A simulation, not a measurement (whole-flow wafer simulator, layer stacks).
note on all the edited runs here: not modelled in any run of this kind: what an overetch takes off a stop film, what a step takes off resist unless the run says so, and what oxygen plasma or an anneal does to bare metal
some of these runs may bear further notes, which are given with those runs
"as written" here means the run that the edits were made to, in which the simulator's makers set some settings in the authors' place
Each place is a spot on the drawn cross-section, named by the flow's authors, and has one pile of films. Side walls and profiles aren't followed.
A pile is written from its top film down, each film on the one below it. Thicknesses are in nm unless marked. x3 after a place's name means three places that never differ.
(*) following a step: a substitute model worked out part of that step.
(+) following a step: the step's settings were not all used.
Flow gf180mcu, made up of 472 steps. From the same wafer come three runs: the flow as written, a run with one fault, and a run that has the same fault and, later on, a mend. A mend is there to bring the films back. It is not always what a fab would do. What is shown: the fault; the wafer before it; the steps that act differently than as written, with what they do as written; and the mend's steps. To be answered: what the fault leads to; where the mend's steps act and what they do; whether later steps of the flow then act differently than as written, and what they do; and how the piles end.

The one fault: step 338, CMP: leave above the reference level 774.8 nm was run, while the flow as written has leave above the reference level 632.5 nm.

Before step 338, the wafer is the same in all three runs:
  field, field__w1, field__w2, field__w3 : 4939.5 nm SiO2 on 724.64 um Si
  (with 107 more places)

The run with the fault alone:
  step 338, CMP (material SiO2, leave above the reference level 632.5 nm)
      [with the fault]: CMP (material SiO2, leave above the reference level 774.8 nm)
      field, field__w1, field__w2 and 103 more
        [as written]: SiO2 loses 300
        [with the fault]: SiO2 loses 157.7
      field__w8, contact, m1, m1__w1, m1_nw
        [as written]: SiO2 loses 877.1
        [with the fault]: SiO2 loses 734.8
  Steps further on in the flow that do not act as written:
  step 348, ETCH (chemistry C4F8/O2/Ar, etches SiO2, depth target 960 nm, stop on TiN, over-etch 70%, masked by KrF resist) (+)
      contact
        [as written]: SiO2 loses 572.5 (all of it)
        [with the fault]: SiO2 loses 714.8 (all of it)
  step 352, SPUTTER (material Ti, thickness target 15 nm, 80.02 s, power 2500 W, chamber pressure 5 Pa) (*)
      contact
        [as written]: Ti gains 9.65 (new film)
        [with the fault]: Ti gains 8.89 (new film)
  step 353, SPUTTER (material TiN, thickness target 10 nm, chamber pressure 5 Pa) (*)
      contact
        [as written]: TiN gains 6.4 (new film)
        [with the fault]: TiN gains 5.89 (new film)
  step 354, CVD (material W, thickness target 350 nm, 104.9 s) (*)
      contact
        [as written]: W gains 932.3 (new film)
        [with the fault]: W gains 1075.9 (new film)
  By the end, the piles at field__w4, field__w8, contact and 9 more depart from the flow's by more than 2% or 0.5 nm, whichever is larger.
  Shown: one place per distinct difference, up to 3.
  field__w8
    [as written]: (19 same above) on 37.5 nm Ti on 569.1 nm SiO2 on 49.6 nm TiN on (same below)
    [with the fault]: (19 same above) on 37.5 nm Ti on 711.4 nm SiO2 on 49.6 nm TiN on (same below)
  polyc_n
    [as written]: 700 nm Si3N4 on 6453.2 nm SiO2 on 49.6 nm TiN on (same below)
    [with the fault]: 700 nm Si3N4 on 6595.5 nm SiO2 on 49.6 nm TiN on (same below)
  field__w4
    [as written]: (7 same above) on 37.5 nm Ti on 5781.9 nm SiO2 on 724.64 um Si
    [with the fault]: (7 same above) on 37.5 nm Ti on 5924.2 nm SiO2 on 724.64 um Si

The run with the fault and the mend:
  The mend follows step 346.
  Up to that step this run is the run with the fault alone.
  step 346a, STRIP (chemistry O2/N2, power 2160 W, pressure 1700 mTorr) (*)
      field, field__w1, field__w2 and 107 more
        KrF resist loses 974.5 (all of it), anti-reflective coat loses 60 (all of it)
      contact
        anti-reflective coat loses 60 (all of it)
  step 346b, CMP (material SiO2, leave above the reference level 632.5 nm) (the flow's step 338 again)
      field, field__w1, field__w2 and 108 more
        SiO2 loses 142.3
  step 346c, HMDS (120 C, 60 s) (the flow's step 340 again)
      does not change any film at any place that is followed
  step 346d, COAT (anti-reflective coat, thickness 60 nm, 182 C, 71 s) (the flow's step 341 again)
      field, field__w1, field__w2 and 108 more
        anti-reflective coat gains 60 (new film)
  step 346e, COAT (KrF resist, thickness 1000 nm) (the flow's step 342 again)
      field, field__w1, field__w2 and 108 more
        KrF resist gains 1000 (new film)
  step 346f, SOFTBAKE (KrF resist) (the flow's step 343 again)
      does not change any film at any place that is followed
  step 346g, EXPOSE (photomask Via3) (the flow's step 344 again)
      does not change any film at any place that is followed
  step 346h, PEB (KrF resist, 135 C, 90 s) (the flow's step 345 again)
      field, field__w1, field__w2 and 108 more
        KrF resist loses 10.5
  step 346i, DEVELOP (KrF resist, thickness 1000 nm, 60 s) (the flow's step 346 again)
      field, field__w1, field__w2 and 107 more
        KrF resist loses 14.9
      contact
        KrF resist loses 989.5 (all of it)
  Every later step of the flow that is run acts as written at every place that is followed.
  The piles end the same as the flow's at every place that both follow.
